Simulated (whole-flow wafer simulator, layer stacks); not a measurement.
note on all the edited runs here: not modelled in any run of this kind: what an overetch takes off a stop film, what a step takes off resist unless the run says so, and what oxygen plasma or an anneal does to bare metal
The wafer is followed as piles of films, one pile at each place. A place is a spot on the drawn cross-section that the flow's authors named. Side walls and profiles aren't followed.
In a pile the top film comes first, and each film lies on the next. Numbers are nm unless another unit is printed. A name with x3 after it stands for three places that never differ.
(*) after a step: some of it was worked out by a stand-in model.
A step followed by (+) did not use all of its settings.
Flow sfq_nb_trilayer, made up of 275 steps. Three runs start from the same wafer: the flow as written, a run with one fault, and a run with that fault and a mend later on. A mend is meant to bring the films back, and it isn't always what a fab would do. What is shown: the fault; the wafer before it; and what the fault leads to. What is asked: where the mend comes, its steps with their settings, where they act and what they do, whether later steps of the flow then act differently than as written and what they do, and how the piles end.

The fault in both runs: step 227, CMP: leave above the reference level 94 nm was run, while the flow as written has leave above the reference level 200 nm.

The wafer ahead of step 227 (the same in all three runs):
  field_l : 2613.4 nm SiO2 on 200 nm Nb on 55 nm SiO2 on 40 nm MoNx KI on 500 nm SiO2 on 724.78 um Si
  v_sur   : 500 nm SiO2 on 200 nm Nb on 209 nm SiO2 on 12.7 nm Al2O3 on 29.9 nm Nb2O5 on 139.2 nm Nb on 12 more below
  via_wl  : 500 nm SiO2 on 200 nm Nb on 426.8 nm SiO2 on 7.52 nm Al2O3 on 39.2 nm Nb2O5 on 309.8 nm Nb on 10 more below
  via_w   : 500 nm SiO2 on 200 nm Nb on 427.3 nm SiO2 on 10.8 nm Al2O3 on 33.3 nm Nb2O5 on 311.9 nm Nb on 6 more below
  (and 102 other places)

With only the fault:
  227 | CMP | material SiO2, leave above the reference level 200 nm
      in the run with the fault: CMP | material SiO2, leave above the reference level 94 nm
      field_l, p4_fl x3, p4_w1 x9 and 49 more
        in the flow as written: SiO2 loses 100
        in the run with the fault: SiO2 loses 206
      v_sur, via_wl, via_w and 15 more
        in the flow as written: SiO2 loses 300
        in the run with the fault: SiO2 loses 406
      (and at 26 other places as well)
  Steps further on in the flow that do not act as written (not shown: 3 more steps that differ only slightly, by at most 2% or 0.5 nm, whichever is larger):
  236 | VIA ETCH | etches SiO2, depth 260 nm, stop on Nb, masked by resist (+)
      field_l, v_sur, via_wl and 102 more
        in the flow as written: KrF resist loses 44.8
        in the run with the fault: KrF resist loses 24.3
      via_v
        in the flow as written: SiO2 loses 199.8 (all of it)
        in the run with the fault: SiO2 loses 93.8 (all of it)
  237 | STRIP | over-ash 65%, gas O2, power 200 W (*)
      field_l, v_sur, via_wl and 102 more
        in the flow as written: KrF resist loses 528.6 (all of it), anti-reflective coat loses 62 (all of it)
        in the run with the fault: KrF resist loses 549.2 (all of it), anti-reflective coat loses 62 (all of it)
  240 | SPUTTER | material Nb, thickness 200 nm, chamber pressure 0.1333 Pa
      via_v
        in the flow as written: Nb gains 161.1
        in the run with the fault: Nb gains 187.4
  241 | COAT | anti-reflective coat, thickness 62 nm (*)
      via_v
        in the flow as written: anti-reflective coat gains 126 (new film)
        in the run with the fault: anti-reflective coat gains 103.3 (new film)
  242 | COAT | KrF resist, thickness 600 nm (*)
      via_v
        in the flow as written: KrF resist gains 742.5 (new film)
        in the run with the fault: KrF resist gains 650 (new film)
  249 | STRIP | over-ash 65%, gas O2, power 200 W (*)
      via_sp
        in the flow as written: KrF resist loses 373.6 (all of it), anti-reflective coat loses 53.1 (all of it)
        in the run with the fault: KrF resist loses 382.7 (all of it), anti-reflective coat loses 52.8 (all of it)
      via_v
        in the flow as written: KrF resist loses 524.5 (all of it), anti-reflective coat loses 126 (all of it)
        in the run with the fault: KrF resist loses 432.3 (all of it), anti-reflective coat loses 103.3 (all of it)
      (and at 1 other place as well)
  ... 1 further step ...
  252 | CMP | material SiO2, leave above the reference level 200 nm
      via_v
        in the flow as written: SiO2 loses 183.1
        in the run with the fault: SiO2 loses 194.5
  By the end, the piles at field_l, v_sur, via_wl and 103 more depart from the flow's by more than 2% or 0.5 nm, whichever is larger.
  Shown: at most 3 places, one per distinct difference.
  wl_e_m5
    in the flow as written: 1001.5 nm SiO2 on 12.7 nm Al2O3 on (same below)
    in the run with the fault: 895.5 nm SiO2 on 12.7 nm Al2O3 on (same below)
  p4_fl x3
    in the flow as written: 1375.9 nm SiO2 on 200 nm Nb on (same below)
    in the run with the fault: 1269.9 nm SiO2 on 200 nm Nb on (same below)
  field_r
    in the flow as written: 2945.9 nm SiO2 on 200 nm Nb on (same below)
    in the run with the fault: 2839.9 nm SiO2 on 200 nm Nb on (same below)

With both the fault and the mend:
  The mend follows step 234.
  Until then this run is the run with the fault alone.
  234a | STRIP | over-ash 65%, gas O2, power 200 W (*)
      field_l, v_sur, via_wl and 102 more
        KrF resist loses 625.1 (all of it), anti-reflective coat loses 62 (all of it)
      via_v
        anti-reflective coat loses 62 (all of it)
  234b | PECVD | material SiO2, thickness 106 nm, 150 C, 23.56 s, RF power 183.3 W, pressure 2.4 Torr, precursor SiH4/N2O (a further turn of the flow's step 226, with different settings)
      field_l, v_sur, via_wl and 103 more
        SiO2 gains 106
  234c | COAT | anti-reflective coat, thickness 62 nm (a further turn of the flow's step 229)
      field_l, v_sur, via_wl and 103 more
        anti-reflective coat gains 62 (new film)
  234d | COAT | KrF resist, thickness 650 nm (a further turn of the flow's step 230)
      field_l, v_sur, via_wl and 103 more
        KrF resist gains 650 (new film)
  234e | SOFTBAKE | KrF resist (a further turn of the flow's step 231)
      does not change any film at any place that is followed
  234f | EXPOSE | photomask I6, dose 11.91 mJ/cm2, NA 0.6, wavelength 248 nm (*) (a further turn of the flow's step 232)
      does not change any film at any place that is followed
  234g | PEB | KrF resist, 90 s (a further turn of the flow's step 233)
      field_l, v_sur, via_wl and 103 more
        KrF resist loses 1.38
  234h | DEVELOP | KrF resist, thickness 650 nm, 60 s (a further turn of the flow's step 234)
      field_l, v_sur, via_wl and 102 more
        KrF resist loses 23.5
      via_v
        KrF resist loses 648.6 (all of it)
  Every later step of the flow that is run acts as written, at every place that is followed, to within 2% or 0.5 nm, whichever is larger.
  At every place that both follow, the piles at the end match the flow's.
